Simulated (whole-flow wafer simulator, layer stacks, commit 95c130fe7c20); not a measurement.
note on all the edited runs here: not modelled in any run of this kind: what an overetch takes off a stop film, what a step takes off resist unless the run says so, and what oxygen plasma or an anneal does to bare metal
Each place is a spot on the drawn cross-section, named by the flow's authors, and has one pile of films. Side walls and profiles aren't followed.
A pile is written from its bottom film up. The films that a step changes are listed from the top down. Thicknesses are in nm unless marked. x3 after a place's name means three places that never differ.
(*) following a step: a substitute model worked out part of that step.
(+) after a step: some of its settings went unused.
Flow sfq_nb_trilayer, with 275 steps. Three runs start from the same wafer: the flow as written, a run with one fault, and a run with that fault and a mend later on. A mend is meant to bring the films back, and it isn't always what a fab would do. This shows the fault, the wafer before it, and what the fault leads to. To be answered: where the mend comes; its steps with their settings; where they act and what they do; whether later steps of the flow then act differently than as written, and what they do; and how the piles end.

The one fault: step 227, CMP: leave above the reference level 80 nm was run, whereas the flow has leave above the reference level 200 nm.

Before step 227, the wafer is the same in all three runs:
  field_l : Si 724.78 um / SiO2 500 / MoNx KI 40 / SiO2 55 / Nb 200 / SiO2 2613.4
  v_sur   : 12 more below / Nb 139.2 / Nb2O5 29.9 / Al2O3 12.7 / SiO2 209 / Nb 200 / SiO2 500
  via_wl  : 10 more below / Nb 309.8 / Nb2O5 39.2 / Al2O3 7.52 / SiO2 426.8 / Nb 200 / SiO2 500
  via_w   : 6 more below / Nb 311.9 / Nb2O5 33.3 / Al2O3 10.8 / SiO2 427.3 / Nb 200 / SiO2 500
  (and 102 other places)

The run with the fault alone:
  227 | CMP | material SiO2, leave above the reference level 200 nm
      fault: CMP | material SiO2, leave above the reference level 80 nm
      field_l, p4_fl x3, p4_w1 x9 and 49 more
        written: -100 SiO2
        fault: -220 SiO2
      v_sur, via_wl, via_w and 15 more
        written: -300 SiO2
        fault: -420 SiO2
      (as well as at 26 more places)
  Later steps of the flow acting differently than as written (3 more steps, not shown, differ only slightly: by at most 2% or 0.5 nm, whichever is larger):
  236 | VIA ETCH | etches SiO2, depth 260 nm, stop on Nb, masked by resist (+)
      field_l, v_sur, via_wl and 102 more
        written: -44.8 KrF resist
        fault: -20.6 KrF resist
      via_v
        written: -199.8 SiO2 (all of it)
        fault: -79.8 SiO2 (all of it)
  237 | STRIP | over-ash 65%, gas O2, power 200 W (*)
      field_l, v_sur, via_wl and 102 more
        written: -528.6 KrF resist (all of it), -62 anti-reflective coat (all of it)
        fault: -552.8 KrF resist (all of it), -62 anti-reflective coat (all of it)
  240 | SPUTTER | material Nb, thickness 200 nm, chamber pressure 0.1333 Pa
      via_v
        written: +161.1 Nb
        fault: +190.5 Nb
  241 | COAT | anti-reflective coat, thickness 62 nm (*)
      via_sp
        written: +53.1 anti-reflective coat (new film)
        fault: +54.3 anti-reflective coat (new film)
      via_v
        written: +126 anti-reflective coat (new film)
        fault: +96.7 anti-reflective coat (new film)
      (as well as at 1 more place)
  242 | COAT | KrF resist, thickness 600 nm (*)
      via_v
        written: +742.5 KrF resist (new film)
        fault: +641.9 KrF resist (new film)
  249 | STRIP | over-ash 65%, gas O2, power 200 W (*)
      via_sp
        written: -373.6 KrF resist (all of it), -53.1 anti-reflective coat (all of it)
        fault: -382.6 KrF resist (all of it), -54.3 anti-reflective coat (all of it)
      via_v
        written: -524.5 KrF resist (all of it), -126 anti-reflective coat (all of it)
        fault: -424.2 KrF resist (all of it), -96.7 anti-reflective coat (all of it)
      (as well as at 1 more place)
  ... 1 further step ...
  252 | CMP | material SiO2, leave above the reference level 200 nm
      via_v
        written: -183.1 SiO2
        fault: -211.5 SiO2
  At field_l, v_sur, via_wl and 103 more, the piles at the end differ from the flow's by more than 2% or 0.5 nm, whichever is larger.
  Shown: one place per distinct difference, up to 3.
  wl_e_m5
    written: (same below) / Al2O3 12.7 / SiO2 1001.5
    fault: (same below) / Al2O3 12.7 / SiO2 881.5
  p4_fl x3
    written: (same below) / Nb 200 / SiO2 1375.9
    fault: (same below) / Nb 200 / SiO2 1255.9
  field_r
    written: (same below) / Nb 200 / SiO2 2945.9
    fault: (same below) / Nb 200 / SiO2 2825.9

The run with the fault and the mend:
  After step 228 comes the mend.
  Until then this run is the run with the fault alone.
  228a | PECVD | material SiO2, thickness 120 nm, 150 C, 26.67 s, RF power 183.3 W, pressure 2.4 Torr, precursor SiH4/N2O (a further turn of the flow's step 226, with different settings)
      field_l, v_sur, via_wl and 103 more
        +120 SiO2
  Later steps of the flow that are run all act as written at every place that is followed.
  By the end, the piles equal the flow's at every place that both follow.
